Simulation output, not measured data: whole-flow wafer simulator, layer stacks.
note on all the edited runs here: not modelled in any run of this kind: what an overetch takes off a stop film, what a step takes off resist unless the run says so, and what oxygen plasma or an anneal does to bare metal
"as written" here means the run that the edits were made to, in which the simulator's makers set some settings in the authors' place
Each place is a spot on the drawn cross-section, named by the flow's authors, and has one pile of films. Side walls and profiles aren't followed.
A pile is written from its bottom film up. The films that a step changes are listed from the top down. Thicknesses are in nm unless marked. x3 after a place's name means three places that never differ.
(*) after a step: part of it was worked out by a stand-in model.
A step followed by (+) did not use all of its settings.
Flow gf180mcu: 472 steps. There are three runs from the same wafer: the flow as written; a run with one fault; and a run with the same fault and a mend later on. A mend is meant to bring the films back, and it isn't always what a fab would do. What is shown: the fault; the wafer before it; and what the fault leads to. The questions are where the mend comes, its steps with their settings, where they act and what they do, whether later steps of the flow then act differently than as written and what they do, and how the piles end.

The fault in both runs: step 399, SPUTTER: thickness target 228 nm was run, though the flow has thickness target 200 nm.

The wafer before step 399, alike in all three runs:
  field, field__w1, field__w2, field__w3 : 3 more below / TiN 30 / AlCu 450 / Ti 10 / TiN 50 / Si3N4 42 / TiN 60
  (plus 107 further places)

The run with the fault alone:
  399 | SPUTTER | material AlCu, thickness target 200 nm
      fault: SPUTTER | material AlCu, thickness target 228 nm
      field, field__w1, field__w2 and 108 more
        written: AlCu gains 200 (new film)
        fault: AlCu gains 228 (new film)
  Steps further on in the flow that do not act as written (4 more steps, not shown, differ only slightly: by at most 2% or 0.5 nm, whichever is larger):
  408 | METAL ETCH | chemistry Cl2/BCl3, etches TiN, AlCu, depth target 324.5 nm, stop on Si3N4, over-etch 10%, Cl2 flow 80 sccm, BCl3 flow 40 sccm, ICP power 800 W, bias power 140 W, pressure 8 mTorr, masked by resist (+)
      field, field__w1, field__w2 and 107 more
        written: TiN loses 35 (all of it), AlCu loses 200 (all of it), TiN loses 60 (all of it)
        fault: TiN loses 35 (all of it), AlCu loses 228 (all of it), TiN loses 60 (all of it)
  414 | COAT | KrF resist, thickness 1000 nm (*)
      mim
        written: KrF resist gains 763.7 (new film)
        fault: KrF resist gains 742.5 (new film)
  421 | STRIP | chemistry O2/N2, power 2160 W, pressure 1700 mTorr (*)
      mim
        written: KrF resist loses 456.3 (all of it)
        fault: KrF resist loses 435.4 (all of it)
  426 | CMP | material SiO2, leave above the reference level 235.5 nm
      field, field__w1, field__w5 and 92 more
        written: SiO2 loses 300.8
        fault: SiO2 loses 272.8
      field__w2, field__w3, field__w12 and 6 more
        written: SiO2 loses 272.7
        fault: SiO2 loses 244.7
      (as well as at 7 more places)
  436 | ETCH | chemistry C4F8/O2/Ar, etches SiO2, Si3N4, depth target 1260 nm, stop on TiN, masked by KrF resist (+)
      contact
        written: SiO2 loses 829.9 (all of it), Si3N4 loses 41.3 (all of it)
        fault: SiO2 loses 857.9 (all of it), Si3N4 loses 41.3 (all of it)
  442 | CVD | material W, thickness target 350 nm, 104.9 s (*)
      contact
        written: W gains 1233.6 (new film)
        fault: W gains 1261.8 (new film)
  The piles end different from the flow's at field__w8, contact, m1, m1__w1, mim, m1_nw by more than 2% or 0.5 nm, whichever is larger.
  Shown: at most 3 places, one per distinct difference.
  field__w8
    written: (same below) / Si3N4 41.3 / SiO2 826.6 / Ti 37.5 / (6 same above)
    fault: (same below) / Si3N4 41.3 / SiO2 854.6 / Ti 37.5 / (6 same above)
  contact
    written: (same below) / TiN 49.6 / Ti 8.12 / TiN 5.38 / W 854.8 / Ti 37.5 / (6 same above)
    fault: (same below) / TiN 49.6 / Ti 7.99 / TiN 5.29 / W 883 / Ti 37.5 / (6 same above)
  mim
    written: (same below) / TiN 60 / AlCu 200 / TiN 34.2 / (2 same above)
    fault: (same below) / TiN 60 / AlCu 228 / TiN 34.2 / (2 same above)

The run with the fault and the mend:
  The mend follows step 399.
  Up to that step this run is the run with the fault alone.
  399a | METAL ETCH | chemistry Cl2/BCl3, etches TiN, AlCu, Ti, depth target 28 nm, Cl2 flow 80 sccm, BCl3 flow 40 sccm, ICP power 800 W, bias power 140 W, pressure 8 mTorr (the flow's step 260, run once more with other settings)
      field, field__w1, field__w2 and 108 more
        AlCu loses 28
  None of the later steps of the flow acts differently than as written at any place that is followed.
  The piles end the same as the flow's at every place that both follow.
